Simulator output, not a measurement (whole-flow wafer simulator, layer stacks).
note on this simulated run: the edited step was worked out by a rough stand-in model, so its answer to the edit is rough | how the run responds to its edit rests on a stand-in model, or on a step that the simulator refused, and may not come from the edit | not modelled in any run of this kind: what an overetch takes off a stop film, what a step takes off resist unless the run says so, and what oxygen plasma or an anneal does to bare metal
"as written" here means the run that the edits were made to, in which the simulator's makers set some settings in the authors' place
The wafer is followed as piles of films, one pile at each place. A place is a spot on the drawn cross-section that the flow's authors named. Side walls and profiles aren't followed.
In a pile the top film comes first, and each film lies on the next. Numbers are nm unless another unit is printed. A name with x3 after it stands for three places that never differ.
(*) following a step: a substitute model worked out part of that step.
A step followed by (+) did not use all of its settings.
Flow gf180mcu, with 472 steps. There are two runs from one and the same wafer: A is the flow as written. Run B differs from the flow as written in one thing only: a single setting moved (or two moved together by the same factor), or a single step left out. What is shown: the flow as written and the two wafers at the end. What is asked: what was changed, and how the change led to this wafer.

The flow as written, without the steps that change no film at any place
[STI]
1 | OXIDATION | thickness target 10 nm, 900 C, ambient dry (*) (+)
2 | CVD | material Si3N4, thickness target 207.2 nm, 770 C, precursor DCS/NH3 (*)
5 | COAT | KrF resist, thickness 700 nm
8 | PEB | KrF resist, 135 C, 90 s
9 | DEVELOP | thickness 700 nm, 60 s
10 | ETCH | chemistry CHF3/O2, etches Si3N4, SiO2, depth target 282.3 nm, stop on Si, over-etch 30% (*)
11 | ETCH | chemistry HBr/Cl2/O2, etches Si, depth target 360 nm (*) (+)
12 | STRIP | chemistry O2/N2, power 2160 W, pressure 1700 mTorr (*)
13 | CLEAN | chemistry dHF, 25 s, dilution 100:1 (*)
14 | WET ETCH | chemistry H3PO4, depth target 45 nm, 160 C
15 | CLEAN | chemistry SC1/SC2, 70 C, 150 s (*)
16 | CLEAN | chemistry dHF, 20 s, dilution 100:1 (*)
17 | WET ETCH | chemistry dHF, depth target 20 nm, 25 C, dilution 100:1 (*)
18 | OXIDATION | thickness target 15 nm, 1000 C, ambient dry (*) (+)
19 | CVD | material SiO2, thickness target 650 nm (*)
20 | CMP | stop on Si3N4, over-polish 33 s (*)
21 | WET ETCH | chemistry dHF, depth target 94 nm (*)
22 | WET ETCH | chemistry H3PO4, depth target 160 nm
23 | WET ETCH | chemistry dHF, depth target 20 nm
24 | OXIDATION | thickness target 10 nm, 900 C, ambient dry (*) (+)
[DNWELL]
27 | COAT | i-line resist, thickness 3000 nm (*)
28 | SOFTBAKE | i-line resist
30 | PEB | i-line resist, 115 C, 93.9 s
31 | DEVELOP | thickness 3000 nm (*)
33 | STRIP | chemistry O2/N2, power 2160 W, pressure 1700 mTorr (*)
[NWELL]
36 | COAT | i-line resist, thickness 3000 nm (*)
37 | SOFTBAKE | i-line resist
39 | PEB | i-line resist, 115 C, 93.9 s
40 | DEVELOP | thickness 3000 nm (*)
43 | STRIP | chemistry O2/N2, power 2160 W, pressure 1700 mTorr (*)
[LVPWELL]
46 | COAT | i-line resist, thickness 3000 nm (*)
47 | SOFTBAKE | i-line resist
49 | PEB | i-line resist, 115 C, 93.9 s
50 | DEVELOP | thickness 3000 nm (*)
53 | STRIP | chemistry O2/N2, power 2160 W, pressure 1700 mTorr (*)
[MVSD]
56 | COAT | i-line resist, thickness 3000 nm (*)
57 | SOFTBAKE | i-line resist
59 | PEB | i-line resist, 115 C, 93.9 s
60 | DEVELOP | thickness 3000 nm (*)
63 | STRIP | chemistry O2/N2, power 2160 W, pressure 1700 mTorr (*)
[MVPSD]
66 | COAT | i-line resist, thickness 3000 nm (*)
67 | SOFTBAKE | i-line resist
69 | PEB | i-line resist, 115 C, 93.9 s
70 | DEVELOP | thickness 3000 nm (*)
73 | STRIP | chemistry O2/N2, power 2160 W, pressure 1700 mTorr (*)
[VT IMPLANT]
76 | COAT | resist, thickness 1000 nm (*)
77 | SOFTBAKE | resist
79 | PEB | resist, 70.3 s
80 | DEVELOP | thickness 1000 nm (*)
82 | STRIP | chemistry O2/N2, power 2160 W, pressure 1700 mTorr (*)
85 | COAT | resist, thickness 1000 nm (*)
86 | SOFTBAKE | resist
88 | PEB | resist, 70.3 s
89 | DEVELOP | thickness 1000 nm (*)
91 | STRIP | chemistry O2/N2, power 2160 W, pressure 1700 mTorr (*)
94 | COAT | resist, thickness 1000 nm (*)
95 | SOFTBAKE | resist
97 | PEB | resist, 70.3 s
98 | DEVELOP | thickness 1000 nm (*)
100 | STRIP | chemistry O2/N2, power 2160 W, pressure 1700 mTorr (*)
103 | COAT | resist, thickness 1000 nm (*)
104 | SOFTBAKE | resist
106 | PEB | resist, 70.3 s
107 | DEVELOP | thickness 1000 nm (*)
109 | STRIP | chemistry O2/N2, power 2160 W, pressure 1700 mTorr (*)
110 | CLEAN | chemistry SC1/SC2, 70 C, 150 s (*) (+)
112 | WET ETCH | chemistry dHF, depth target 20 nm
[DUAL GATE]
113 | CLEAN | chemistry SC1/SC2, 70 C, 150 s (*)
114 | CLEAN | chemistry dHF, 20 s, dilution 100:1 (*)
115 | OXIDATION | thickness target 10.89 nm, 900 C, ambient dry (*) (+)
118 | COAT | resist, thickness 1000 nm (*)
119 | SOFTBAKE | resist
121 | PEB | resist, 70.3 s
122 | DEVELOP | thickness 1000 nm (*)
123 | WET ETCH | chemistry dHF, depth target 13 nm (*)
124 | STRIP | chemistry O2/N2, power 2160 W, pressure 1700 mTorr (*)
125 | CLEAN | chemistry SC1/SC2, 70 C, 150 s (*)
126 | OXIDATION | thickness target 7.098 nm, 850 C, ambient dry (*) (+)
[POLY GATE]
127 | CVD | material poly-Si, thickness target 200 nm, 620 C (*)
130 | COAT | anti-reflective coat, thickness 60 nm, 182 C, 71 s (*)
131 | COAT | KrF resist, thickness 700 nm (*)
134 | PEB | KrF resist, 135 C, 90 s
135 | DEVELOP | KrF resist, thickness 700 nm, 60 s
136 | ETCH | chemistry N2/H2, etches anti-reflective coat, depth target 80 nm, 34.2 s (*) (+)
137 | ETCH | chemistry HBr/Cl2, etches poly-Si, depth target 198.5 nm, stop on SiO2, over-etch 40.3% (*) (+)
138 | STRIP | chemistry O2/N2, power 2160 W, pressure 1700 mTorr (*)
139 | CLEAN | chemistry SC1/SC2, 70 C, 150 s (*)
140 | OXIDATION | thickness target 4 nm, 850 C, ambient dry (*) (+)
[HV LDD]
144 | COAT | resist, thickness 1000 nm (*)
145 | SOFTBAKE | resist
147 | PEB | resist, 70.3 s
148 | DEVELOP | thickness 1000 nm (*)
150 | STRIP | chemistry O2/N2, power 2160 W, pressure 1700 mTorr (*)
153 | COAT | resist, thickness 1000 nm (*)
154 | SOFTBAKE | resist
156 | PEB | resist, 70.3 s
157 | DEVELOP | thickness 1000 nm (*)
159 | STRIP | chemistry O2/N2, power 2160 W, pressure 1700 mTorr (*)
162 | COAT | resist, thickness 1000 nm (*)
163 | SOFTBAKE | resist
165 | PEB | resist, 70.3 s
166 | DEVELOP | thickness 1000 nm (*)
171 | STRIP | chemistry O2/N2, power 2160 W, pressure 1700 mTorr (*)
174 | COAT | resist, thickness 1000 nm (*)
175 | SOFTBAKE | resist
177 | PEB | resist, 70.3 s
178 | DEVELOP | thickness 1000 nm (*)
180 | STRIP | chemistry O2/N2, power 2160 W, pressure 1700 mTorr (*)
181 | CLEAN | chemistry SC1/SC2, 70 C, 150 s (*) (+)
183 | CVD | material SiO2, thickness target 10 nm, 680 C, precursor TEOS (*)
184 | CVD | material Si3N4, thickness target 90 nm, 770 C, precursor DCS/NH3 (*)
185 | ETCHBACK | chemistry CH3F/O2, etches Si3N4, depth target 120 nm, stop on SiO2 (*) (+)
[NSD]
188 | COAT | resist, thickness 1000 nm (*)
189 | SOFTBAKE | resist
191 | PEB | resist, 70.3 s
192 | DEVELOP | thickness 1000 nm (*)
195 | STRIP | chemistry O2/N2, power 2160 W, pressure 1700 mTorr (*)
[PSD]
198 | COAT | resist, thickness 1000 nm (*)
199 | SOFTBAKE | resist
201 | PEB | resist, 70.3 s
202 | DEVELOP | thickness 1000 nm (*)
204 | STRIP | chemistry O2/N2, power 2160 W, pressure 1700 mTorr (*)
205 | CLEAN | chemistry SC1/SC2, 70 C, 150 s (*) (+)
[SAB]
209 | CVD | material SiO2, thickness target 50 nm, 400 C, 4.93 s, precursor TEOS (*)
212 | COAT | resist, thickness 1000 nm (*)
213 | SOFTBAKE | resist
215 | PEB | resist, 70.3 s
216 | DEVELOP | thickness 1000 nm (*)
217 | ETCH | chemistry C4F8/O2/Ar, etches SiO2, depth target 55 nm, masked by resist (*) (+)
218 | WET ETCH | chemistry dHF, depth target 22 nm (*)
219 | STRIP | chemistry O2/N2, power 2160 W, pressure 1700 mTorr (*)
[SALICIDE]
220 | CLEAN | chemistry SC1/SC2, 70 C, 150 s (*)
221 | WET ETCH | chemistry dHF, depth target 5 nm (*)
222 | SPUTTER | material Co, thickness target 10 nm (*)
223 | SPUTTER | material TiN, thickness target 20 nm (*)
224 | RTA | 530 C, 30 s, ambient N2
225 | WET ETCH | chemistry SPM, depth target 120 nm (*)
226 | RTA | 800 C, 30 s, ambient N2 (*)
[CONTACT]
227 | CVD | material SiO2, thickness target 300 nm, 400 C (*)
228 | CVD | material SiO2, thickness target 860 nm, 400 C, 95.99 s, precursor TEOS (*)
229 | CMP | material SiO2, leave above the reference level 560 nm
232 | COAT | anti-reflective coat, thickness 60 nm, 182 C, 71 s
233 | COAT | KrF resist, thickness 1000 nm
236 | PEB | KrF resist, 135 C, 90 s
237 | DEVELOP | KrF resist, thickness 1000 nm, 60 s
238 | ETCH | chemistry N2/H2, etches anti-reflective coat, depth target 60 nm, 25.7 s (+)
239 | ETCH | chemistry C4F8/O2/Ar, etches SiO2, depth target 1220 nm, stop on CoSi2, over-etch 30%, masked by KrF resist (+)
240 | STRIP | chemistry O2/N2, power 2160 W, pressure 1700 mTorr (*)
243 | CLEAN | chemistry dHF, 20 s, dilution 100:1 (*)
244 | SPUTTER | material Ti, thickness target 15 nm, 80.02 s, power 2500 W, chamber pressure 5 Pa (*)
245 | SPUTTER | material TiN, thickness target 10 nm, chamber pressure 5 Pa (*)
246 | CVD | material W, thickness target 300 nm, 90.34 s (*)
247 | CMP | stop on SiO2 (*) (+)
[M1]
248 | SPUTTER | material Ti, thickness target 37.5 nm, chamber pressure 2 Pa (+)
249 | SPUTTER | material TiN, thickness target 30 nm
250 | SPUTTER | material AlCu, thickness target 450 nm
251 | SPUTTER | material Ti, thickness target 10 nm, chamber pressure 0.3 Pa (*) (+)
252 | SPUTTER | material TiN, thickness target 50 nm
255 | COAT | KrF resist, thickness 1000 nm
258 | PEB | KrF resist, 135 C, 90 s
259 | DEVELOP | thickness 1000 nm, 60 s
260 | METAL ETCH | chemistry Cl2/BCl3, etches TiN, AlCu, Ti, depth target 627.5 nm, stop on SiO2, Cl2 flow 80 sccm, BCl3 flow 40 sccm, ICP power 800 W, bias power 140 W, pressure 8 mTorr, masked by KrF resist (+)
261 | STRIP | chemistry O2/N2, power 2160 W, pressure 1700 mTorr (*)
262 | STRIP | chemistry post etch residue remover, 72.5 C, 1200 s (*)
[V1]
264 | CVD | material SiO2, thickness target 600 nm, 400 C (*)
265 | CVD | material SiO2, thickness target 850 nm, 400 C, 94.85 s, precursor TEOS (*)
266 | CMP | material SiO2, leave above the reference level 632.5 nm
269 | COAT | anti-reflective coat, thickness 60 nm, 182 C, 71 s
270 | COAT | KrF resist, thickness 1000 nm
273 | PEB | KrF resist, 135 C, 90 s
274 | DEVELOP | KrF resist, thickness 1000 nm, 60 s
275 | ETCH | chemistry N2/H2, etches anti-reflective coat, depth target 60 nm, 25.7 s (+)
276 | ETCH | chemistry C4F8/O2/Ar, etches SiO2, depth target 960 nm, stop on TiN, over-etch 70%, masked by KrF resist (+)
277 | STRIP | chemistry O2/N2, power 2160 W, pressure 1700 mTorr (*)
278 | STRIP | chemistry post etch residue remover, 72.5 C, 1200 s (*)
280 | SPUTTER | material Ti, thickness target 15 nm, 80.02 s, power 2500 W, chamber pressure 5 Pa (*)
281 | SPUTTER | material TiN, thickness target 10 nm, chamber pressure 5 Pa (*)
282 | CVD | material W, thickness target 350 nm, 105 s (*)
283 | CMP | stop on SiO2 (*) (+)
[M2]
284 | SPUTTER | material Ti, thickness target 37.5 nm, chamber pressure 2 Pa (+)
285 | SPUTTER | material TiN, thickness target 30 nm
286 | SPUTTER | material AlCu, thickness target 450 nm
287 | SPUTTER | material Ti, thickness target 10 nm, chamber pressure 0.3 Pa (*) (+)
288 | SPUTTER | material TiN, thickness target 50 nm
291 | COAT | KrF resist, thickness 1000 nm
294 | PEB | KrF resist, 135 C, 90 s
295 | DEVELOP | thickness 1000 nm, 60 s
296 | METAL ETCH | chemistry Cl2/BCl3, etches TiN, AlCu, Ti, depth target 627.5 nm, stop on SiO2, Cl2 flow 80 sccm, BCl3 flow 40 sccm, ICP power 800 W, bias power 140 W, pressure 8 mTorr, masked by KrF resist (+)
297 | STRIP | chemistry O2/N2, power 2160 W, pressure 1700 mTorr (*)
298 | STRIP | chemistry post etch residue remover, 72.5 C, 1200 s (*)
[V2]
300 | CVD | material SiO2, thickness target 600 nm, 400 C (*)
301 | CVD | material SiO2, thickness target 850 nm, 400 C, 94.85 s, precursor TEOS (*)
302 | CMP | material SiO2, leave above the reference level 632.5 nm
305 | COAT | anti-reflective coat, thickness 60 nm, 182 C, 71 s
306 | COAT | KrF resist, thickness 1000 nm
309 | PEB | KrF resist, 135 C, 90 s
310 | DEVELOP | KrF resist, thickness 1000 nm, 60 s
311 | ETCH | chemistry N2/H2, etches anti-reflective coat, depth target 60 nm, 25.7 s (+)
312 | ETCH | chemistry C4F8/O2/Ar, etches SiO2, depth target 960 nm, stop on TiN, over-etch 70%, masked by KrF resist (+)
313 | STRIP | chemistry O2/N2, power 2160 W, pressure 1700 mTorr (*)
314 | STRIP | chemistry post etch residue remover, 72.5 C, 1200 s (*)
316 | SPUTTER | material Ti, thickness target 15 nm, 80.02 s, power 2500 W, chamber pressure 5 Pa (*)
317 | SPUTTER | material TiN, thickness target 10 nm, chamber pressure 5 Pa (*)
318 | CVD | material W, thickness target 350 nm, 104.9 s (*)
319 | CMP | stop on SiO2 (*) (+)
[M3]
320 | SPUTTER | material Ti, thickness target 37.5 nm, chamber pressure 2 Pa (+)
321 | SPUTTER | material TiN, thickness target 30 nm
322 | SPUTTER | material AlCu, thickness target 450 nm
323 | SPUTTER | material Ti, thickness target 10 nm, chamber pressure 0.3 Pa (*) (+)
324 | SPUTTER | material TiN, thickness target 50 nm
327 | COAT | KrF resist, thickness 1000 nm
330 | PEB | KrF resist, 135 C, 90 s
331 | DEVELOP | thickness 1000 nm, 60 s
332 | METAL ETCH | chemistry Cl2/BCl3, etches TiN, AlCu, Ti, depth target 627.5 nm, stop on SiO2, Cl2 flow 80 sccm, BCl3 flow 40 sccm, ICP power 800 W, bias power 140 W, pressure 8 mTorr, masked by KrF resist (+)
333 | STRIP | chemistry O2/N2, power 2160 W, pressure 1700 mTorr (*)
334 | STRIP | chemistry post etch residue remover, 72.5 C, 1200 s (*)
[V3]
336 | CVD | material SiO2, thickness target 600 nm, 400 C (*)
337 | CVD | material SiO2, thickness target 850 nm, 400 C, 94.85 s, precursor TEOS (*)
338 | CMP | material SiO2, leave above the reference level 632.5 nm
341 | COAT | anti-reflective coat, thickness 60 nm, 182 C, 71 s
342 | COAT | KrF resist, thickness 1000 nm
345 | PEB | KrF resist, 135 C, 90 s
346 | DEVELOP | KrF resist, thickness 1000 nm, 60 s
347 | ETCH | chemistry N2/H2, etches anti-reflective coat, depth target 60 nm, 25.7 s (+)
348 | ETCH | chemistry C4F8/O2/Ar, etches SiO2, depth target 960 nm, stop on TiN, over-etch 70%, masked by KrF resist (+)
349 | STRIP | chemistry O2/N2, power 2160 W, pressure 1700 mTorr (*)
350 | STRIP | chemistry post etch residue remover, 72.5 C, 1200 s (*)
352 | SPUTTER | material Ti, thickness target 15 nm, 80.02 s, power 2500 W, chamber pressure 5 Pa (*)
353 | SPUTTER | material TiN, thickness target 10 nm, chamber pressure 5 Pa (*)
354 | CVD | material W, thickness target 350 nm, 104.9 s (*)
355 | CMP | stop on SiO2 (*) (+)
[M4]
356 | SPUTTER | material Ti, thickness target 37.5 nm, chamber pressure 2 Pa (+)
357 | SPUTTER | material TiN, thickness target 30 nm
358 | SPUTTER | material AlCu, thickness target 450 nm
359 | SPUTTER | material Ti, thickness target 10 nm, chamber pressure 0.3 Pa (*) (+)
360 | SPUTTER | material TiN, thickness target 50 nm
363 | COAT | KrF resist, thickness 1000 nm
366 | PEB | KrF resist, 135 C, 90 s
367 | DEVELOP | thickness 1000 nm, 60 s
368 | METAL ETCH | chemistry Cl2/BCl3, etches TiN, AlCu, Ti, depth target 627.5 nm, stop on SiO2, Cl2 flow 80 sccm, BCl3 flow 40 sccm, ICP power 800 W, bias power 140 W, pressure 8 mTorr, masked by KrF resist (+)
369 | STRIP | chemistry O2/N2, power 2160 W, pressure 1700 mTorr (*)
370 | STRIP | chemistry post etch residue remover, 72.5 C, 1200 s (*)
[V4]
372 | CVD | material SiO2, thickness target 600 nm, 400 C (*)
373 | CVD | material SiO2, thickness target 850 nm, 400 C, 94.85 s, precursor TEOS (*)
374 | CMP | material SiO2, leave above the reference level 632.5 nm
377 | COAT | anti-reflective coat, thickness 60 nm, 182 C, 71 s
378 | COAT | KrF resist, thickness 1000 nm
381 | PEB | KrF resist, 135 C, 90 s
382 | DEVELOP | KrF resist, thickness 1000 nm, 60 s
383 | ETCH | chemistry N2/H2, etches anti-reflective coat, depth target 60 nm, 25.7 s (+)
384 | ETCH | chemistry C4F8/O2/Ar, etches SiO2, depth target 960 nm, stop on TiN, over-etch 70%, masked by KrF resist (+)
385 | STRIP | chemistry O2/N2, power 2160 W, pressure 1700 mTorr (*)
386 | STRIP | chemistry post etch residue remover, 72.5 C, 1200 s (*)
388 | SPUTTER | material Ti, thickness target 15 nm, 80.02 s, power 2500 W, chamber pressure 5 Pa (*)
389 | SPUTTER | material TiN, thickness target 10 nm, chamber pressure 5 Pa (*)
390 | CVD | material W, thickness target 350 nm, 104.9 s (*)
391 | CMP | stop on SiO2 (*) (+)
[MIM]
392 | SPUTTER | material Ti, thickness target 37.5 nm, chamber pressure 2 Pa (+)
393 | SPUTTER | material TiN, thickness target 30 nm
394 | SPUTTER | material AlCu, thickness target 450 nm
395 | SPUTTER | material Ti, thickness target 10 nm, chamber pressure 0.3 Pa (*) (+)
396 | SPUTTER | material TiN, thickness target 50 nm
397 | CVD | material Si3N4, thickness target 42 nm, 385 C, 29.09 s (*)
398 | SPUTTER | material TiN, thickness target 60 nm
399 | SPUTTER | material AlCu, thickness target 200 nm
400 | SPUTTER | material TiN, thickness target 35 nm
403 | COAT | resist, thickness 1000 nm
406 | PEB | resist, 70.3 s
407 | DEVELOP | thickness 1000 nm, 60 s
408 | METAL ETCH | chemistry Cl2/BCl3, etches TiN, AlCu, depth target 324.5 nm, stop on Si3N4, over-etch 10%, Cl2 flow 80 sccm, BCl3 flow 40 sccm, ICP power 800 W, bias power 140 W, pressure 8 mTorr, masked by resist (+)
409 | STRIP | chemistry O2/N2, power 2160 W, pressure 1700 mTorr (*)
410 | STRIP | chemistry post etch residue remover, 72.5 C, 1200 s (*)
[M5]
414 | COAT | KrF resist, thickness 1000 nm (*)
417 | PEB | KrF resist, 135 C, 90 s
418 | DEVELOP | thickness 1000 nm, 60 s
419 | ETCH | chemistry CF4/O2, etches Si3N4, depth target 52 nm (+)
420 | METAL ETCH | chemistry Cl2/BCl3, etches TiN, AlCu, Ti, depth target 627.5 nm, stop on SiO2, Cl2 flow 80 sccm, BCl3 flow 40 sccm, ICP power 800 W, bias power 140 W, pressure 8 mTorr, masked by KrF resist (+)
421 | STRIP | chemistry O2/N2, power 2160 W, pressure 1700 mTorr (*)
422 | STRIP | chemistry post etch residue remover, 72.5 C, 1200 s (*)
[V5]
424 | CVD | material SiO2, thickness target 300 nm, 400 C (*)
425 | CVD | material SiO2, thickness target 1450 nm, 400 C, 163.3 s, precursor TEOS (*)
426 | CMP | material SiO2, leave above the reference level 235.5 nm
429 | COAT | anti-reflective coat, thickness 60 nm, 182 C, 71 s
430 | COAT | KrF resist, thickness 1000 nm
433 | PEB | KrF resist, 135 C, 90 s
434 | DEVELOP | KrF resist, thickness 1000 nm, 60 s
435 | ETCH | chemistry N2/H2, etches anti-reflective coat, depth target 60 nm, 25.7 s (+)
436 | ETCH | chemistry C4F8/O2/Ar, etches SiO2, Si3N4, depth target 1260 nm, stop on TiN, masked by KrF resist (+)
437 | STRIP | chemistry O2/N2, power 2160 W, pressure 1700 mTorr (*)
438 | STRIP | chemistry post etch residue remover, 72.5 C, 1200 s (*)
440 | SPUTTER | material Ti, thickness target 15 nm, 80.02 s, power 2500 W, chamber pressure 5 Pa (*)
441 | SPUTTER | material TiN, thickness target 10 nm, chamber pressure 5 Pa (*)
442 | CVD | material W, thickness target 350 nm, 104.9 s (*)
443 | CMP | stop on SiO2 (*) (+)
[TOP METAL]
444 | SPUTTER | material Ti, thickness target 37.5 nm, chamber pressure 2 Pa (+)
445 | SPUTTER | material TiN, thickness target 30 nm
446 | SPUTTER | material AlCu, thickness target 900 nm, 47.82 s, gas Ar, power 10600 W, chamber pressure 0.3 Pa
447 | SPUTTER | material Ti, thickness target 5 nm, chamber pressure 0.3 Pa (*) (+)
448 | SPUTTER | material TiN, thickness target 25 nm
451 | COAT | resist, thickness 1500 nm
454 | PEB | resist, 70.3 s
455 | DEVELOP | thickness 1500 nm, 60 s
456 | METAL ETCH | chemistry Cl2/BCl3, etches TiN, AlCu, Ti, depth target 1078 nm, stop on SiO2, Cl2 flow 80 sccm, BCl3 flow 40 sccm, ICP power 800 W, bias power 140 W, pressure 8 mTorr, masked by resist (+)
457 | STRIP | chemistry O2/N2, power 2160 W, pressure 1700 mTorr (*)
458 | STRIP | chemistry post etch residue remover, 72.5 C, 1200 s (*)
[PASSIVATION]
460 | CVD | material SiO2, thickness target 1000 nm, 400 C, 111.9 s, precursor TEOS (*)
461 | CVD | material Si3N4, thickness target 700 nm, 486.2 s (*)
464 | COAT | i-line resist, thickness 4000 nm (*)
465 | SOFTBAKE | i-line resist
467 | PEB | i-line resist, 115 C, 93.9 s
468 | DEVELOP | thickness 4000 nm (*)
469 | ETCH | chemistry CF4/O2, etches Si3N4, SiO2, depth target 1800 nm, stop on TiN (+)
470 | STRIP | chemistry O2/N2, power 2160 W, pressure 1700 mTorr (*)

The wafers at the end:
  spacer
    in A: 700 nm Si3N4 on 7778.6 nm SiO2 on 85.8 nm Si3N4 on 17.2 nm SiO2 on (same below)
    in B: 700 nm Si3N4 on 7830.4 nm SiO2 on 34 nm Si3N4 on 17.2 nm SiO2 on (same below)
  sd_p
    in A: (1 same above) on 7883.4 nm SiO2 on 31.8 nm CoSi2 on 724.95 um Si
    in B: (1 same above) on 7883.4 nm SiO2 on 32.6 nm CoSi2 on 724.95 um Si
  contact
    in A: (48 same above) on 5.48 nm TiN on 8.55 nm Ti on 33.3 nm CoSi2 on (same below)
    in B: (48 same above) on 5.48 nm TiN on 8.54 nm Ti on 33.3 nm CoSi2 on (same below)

Cause: step 184, CVD: thickness target 38.2 nm was run, while the flow as written has thickness target 90 nm.

The path from the change to this, step by step:
  184 | CVD | material Si3N4, thickness target 90 nm, 770 C, precursor DCS/NH3 (*)
      field, field__w1, field__w2 and 101 more: A +90 Si3N4 (new film) | B +38.2 Si3N4 (new film)
  185 | ETCHBACK | chemistry CH3F/O2, etches Si3N4, depth target 120 nm, stop on SiO2 (*) (+)
      field, field__w1, field__w2 and 100 more: A -90 Si3N4 (all of it), -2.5 SiO2 | B -38.2 Si3N4 (all of it), -6.82 SiO2
  188 | COAT | resist, thickness 1000 nm (*)
      spacer: A +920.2 resist (new film) | B +967.3 resist (new film)
  189 | SOFTBAKE | resist
      ld_drn_p: A -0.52 resist | B nothing
      field: A +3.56 resist | B +2.94 resist
      (as well as at 30 more places)
  191 | PEB | resist, 70.3 s
      spacer: A -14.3 resist | B -15.3 resist
  192 | DEVELOP | thickness 1000 nm (*)
      spacer: A -905.9 resist (all of it) | B -952 resist (all of it)
  198 | COAT | resist, thickness 1000 nm (*)
      spacer: A +920.2 resist (new film) | B +967.3 resist (new film)
  199 | SOFTBAKE | resist
      ld_drn_p: A -0.52 resist | B nothing
      field: A +3.56 resist | B +2.94 resist
      (as well as at 30 more places)
  201 | PEB | resist, 70.3 s
      spacer: A -14.3 resist | B -15.3 resist
  204 | STRIP | chemistry O2/N2, power 2160 W, pressure 1700 mTorr (*)
      spacer: A -905.9 resist (all of it) | B -952 resist (all of it)
  212 | COAT | resist, thickness 1000 nm (*)
      spacer: A +919.4 resist (new film) | B +966.5 resist (new film)
  213 | SOFTBAKE | resist
      field__w9: A -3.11 resist | B +6.38 resist
      field__w11: A -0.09 resist | B +0.46 resist
      (as well as at 26 more places)
  215 | PEB | resist, 70.3 s
      spacer: A -14.3 resist | B -15.3 resist
  216 | DEVELOP | thickness 1000 nm (*)
      spacer: A -905.1 resist (all of it) | B -951.2 resist (all of it)
  218 | WET ETCH | chemistry dHF, depth target 22 nm (*)
      gate, gate_hv, gate_p and 23 more: A -5.48 SiO2 (all of it) | B -1.16 SiO2 (all of it)
      active, p_well, sd_n, iso_ptap_pw, iso_ntap_nw, iso_ptap_sub, vpnp_e: A -9.01 SiO2 (all of it) | B -4.69 SiO2 (all of it)
      (as well as at 16 more places)
  222 | SPUTTER | material Co, thickness target 10 nm (*)
      field__w2: A +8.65 Co (new film) | B +9.27 Co (new film)
      field__w3: A +8.06 Co (new film) | B +8.89 Co (new film)
      (as well as at 5 more places)
  ... another 4 steps ...
  229 | CMP | material SiO2, leave above the reference level 560 nm
      field__w2: A -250 SiO2 | B -244.7 SiO2
      field__w3: A -232.3 SiO2 | B -227 SiO2
      (as well as at 3 more places)
